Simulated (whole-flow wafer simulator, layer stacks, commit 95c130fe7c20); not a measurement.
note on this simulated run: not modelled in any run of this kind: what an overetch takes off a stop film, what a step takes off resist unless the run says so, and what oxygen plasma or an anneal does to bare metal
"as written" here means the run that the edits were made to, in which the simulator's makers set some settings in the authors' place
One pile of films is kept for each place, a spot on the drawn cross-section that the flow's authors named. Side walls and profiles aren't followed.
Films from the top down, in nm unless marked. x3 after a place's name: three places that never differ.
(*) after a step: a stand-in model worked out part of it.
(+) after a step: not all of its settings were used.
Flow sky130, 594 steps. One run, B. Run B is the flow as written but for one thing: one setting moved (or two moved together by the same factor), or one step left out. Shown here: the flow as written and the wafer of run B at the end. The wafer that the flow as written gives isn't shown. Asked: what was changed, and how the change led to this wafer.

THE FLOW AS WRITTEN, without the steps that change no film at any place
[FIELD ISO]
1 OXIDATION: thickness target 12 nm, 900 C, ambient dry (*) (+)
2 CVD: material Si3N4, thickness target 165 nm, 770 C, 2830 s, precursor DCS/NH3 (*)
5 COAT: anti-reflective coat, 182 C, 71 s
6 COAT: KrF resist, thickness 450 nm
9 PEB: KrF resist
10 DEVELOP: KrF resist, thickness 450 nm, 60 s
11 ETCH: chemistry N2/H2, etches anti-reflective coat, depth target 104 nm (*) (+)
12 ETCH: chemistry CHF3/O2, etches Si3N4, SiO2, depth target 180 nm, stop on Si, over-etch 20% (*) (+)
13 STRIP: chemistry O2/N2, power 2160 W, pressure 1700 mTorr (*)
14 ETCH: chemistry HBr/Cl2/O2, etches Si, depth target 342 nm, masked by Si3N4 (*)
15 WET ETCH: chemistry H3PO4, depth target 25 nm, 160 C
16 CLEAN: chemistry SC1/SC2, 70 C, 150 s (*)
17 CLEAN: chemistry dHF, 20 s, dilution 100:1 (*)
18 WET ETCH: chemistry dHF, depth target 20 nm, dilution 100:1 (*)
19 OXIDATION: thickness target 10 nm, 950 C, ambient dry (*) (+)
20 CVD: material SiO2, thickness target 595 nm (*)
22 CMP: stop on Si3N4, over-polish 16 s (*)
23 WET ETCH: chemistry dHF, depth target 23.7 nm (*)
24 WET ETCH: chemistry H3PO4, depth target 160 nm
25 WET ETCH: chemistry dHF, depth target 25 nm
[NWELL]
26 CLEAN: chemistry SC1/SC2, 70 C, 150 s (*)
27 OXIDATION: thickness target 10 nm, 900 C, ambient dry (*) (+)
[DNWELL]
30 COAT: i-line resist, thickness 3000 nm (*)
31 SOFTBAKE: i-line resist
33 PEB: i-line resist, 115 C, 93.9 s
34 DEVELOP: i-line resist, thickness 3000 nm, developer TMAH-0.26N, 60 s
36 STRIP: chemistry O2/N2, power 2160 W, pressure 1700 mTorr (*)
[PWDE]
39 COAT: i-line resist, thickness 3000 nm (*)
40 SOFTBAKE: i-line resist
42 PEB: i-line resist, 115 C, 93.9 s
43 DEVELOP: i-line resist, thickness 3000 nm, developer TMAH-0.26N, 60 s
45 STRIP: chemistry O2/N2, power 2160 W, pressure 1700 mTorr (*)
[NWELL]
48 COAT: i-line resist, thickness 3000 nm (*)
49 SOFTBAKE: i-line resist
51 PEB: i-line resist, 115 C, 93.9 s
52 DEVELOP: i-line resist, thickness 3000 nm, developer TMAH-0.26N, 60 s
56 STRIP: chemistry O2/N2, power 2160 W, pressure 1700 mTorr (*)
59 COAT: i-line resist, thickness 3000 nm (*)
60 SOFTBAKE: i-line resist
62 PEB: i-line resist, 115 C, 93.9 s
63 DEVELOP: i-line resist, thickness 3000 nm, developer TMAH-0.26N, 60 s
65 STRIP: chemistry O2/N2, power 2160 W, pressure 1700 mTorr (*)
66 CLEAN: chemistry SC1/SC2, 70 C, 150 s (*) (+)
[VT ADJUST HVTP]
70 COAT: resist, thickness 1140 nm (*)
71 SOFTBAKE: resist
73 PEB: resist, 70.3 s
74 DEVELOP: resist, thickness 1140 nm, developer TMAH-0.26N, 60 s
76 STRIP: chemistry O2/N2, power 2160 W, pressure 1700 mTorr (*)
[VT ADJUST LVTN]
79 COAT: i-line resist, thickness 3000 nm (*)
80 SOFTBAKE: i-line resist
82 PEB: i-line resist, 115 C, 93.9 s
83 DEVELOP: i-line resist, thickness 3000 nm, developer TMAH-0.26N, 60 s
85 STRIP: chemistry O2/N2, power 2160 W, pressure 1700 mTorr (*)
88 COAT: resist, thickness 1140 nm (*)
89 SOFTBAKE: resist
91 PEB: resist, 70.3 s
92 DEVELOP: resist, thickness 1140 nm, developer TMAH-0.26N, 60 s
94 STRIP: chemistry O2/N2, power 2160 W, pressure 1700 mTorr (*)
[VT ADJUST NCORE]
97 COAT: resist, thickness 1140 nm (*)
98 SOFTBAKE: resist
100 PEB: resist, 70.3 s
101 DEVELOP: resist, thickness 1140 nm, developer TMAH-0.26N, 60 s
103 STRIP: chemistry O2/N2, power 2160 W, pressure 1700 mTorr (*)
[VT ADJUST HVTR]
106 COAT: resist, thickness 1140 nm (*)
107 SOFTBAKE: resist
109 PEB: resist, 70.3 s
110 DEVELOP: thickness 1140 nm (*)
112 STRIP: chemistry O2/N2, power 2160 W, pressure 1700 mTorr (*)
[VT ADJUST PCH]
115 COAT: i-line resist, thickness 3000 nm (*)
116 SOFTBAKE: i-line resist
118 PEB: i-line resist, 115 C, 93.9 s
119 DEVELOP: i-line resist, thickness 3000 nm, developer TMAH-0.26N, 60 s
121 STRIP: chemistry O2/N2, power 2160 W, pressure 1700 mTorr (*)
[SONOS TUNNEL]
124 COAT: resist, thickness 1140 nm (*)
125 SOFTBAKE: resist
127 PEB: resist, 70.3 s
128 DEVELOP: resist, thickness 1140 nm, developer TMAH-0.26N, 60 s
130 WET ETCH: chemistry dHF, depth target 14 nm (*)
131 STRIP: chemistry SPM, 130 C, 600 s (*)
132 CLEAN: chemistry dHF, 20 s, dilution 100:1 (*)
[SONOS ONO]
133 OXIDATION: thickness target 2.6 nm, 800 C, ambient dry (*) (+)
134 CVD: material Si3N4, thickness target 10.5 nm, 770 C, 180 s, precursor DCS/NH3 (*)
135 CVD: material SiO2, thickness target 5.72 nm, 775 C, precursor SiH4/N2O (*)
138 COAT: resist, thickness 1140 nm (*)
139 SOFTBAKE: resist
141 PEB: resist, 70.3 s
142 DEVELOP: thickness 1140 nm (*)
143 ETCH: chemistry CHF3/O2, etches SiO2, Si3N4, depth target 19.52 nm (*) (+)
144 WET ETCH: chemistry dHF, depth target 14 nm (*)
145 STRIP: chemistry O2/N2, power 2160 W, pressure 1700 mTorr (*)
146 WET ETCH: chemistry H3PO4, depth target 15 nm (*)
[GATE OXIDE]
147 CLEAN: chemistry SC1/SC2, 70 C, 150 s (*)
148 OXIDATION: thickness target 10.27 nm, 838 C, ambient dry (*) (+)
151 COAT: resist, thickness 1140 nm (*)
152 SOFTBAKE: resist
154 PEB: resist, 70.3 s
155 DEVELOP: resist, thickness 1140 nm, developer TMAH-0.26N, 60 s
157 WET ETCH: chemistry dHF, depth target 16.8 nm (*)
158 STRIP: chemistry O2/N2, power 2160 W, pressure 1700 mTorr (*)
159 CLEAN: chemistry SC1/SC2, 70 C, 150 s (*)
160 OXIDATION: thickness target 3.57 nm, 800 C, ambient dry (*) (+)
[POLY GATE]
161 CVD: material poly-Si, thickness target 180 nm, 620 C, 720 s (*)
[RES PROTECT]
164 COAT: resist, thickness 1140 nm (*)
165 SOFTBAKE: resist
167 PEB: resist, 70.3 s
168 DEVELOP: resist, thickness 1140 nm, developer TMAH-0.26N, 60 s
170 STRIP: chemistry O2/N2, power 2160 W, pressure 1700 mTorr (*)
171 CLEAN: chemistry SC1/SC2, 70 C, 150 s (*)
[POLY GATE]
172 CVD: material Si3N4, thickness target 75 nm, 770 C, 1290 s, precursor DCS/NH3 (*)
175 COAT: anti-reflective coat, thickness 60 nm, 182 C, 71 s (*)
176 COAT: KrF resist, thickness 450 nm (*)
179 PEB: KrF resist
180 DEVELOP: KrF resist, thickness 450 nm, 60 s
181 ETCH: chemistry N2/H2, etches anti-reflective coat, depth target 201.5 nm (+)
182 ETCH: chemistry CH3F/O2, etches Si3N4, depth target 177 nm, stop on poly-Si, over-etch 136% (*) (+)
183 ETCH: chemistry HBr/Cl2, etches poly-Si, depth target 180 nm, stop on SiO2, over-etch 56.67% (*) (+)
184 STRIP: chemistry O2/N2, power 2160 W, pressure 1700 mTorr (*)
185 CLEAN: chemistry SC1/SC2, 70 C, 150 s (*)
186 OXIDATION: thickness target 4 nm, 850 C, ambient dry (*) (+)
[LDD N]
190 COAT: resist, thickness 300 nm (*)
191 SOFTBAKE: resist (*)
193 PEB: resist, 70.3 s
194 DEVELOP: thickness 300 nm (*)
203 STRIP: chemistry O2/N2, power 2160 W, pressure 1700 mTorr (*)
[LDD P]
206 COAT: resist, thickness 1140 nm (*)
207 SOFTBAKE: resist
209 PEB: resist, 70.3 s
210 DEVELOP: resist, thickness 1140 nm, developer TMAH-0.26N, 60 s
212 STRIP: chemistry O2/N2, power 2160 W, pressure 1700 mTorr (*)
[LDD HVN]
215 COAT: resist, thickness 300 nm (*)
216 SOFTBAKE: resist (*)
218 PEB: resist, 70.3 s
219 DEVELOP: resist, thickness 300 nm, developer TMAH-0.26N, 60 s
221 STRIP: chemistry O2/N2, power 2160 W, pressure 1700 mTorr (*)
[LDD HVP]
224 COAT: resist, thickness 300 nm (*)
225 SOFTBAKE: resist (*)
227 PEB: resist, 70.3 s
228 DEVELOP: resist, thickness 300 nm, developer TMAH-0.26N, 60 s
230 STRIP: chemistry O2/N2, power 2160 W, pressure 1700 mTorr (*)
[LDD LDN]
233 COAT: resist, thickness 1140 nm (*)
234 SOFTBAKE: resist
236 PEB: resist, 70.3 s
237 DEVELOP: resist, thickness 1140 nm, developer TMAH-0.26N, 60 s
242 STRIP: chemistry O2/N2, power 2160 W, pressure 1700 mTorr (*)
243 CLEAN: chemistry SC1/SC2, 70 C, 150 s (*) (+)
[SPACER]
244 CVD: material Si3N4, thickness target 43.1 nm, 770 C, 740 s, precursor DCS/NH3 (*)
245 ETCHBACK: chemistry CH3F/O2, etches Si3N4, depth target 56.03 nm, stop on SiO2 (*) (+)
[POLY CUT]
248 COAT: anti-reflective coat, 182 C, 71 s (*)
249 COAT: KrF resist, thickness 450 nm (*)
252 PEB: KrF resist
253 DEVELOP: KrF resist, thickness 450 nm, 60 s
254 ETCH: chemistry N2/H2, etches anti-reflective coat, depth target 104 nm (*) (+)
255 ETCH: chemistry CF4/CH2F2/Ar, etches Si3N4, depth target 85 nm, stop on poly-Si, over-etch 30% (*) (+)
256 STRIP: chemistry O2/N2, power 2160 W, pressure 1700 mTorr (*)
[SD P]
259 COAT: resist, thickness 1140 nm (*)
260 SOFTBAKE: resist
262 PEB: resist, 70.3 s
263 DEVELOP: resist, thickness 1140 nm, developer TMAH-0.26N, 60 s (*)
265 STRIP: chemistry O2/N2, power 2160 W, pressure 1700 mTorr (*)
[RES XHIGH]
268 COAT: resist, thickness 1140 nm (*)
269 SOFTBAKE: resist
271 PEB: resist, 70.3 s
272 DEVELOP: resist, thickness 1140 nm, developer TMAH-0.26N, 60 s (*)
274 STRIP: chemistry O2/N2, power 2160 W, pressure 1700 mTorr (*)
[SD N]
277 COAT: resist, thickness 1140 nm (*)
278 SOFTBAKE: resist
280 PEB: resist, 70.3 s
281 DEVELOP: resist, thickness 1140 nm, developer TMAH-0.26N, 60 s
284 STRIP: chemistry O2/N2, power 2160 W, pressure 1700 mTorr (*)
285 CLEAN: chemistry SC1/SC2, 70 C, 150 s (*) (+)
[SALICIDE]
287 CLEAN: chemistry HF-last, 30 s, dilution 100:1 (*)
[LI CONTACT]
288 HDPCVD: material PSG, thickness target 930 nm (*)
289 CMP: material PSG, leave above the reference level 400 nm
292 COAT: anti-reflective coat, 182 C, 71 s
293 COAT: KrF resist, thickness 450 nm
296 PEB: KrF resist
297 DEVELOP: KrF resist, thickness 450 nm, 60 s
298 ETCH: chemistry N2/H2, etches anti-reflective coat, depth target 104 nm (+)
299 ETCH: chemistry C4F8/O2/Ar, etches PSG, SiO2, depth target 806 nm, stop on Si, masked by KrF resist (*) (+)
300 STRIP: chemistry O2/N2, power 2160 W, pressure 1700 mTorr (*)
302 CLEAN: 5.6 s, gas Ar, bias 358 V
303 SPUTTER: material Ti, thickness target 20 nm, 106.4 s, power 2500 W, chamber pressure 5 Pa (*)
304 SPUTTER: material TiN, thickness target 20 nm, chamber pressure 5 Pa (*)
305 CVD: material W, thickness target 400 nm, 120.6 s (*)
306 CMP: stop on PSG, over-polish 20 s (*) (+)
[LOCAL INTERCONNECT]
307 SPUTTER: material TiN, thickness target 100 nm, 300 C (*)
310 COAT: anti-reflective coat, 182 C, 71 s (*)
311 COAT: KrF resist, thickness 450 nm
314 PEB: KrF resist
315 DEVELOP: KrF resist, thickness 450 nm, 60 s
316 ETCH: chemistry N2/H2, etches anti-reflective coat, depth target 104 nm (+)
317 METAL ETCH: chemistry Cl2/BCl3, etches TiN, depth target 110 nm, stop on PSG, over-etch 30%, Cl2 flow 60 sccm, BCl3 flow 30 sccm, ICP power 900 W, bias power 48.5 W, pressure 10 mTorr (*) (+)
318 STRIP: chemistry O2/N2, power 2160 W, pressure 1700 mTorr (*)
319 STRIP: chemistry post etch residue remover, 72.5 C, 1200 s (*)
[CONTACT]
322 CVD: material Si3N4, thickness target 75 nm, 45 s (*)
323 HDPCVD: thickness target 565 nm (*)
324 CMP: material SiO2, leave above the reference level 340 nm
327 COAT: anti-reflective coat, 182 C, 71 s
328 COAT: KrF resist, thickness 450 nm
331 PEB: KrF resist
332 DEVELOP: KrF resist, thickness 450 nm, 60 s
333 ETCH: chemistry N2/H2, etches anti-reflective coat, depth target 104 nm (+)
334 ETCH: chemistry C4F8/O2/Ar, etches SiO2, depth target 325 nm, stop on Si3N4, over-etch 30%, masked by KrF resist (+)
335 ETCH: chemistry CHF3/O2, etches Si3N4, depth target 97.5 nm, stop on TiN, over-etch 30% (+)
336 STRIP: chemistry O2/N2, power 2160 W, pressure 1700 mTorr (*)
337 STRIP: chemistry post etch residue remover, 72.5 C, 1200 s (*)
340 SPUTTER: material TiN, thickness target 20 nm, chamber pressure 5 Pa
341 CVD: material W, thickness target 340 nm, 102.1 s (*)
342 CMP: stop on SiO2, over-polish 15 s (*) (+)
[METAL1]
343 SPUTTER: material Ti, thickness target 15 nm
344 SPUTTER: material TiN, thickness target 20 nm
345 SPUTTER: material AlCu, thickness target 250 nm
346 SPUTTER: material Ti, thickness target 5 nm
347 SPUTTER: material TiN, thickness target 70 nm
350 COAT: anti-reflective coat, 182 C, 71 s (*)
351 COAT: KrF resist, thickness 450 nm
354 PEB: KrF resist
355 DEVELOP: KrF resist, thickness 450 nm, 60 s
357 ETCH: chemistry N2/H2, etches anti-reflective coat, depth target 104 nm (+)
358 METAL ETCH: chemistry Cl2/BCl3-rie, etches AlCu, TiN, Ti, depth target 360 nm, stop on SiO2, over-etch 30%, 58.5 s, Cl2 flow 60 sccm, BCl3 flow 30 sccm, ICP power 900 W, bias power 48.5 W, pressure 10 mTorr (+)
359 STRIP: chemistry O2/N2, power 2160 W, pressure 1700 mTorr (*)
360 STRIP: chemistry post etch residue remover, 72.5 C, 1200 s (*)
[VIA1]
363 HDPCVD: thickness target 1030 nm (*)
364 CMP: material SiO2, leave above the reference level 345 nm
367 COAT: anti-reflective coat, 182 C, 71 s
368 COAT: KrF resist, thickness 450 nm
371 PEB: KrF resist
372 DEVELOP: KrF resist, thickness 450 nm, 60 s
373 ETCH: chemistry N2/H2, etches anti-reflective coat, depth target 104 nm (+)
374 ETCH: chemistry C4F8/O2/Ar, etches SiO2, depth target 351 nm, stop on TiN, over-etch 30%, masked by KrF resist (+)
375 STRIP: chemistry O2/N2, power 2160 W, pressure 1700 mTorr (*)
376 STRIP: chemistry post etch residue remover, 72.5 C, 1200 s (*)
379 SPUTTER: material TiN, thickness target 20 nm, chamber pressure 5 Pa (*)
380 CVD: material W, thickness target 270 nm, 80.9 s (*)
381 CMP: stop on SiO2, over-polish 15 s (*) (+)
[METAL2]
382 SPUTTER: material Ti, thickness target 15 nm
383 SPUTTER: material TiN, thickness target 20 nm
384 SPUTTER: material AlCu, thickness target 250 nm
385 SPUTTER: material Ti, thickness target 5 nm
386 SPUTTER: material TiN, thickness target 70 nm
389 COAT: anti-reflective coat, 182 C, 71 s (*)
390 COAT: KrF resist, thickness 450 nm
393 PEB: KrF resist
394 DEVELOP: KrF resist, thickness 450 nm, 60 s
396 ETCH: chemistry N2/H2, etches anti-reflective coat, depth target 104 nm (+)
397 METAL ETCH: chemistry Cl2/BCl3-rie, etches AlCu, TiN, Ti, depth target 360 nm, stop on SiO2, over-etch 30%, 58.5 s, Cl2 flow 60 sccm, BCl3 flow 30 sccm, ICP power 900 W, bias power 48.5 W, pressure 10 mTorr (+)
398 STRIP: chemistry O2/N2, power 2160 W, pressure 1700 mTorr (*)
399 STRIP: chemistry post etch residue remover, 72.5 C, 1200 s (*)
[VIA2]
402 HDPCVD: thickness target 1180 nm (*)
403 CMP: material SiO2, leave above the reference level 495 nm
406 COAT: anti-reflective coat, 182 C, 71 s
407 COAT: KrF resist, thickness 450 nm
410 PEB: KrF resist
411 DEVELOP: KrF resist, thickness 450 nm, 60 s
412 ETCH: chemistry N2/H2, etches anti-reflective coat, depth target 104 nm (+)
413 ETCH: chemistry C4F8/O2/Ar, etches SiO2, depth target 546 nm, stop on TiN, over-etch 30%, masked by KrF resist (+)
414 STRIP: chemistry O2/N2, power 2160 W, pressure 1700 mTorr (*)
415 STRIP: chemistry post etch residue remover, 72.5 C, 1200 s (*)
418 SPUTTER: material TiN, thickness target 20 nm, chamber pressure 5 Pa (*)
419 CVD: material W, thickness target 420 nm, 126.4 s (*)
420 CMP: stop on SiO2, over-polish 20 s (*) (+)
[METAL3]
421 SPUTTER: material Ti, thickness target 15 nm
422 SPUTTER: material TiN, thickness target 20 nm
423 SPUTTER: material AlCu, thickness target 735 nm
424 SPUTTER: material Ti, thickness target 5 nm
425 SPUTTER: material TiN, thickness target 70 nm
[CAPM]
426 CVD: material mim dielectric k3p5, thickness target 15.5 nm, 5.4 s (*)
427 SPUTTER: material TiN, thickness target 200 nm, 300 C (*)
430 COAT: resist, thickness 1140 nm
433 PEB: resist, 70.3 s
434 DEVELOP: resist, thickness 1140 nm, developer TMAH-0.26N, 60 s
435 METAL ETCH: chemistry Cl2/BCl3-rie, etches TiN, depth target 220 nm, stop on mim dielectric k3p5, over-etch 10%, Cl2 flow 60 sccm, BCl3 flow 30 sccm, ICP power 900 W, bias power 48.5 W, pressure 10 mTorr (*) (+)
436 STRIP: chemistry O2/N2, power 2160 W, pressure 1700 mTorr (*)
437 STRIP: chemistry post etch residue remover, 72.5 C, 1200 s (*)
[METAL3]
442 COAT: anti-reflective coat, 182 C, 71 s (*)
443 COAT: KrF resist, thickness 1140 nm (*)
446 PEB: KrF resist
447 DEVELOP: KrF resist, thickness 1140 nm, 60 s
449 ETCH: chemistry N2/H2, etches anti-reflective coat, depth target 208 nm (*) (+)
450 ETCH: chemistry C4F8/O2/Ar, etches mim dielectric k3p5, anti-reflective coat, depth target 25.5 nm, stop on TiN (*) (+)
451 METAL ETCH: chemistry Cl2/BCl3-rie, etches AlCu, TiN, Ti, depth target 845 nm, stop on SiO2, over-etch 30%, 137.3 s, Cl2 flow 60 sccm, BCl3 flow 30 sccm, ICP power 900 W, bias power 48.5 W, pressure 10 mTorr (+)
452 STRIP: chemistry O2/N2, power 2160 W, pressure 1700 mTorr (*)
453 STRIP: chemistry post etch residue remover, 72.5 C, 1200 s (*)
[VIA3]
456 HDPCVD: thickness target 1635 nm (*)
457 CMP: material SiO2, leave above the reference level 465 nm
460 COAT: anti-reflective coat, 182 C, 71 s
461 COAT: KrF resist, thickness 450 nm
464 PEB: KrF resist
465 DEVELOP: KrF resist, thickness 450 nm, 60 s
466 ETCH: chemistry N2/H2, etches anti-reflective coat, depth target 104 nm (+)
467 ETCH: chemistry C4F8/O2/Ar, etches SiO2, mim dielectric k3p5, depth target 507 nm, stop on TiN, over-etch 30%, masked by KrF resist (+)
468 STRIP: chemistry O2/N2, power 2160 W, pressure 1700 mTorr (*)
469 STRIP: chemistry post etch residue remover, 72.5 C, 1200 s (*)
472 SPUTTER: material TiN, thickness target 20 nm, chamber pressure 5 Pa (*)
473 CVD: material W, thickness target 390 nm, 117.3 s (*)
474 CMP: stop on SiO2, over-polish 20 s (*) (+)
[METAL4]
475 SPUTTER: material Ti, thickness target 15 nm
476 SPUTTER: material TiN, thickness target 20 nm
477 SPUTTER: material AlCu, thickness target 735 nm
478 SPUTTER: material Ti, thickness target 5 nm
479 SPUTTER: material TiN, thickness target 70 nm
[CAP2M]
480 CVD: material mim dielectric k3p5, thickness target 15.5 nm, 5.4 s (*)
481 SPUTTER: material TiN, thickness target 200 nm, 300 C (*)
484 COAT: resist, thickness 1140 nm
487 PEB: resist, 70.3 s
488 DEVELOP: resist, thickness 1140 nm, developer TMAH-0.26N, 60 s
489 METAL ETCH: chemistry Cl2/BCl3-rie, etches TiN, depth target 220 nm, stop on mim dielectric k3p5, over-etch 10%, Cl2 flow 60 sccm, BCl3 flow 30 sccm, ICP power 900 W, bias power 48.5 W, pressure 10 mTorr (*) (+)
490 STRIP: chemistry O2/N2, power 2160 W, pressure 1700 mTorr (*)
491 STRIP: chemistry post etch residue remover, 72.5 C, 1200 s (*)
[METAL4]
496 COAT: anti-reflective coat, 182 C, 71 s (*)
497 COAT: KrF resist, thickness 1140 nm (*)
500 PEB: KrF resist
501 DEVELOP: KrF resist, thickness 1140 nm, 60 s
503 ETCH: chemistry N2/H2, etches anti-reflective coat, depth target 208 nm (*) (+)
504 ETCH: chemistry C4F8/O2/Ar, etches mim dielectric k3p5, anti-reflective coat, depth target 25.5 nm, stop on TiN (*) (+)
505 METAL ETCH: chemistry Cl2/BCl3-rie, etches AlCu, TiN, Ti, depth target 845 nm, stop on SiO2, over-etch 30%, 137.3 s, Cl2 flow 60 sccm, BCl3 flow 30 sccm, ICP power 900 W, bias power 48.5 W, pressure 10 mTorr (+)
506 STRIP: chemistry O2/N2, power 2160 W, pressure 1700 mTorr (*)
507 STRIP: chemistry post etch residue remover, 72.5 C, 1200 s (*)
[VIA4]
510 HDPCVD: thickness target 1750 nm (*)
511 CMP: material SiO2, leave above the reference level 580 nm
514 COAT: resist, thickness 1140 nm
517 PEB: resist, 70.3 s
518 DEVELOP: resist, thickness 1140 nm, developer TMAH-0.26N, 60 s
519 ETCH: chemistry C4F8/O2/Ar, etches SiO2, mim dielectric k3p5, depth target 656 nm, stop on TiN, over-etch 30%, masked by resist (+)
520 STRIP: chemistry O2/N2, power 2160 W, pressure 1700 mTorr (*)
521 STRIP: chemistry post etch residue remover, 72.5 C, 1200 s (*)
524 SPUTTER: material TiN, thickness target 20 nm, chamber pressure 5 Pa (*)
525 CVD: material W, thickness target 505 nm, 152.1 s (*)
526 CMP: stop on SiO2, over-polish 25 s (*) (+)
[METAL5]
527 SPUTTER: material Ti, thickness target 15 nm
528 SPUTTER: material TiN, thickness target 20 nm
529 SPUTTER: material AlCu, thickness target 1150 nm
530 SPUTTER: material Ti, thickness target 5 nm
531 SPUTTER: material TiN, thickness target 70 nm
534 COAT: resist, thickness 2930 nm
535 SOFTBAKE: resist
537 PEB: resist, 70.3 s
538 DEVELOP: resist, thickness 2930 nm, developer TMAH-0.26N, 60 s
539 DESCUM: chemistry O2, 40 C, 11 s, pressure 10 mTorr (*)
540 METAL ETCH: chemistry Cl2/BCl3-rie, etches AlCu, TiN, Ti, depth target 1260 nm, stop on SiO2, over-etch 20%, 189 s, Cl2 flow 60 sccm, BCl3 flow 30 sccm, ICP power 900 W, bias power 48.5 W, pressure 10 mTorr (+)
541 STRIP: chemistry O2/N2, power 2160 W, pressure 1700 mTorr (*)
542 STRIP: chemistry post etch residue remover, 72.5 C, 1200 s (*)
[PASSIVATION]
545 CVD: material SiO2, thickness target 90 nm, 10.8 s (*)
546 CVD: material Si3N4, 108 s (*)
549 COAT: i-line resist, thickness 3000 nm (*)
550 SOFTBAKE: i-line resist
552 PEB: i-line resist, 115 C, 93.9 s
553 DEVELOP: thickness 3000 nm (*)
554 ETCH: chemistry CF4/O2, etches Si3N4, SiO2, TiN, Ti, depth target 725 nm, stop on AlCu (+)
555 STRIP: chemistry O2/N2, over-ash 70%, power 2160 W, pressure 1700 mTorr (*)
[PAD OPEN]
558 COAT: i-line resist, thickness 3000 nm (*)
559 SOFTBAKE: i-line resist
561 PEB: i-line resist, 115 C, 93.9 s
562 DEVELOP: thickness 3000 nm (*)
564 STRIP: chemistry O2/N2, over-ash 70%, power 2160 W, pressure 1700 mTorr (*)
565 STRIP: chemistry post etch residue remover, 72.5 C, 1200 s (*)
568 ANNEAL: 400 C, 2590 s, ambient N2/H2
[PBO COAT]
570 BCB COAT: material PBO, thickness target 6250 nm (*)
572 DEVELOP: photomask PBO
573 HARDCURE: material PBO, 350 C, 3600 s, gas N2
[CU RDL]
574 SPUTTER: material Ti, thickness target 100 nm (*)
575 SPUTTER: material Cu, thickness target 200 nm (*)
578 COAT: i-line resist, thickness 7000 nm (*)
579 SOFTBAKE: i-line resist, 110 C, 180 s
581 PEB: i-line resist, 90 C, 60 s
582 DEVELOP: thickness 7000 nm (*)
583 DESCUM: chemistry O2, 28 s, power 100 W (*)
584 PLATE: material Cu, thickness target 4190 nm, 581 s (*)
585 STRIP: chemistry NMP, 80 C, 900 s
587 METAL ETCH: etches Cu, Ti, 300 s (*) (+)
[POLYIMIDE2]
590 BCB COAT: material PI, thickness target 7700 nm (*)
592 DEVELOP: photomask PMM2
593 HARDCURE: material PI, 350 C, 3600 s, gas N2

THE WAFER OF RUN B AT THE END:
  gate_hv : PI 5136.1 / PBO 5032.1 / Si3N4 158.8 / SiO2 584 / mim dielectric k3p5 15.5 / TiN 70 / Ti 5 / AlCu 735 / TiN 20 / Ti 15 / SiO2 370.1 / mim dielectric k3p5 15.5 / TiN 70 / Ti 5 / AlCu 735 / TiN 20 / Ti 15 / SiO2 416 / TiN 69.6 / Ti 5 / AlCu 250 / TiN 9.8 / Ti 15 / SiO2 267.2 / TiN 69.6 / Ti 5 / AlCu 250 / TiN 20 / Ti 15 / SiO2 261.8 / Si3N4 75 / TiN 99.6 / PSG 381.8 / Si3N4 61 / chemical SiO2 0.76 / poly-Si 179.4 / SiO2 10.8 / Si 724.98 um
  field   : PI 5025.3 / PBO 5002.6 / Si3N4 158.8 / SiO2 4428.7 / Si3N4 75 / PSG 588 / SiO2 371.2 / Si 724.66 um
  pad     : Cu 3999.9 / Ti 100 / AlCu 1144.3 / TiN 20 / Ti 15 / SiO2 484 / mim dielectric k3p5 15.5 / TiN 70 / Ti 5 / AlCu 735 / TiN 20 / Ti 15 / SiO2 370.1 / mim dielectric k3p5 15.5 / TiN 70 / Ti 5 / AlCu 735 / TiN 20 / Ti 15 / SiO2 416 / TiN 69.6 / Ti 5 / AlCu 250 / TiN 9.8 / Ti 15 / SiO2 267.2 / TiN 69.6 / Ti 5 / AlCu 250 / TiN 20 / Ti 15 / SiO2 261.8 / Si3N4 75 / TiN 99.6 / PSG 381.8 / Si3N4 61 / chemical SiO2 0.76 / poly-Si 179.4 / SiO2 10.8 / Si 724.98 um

The cause: step 383, SPUTTER: thickness target 9.8 nm was run, where the flow has thickness target 20 nm.
It can be read off the wafer: gate_hv has TiN 9.8, and step 383 as written asks for 20 nm.

How the change led to this, step by step:
  383 SPUTTER: material TiN, thickness target 20 nm
      field, active, n_well and 188 more: TiN +9.8 (new film) (as written it would be: TiN +20 (new film))
  397 METAL ETCH: chemistry Cl2/BCl3-rie, etches AlCu, TiN, Ti, depth target 360 nm, stop on SiO2, over-etch 30%, 58.5 s, Cl2 flow 60 sccm, BCl3 flow 30 sccm, ICP power 900 W, bias power 48.5 W, pressure 10 mTorr (+)
      field, active, gate and 82 more: TiN -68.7 (all of it), Ti -5 (all of it), AlCu -250 (all of it), TiN -9.8 (all of it), Ti -15 (all of it), SiO2 -12 (as written it would be: TiN -68.7 (all of it), Ti -5 (all of it), AlCu -250 (all of it), TiN -20 (all of it), Ti -15 (all of it), SiO2 -10.9)
  403 CMP: material SiO2, leave above the reference level 495 nm
      field, active, gate and 82 more: SiO2 -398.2 (as written it would be: SiO2 -389.1)
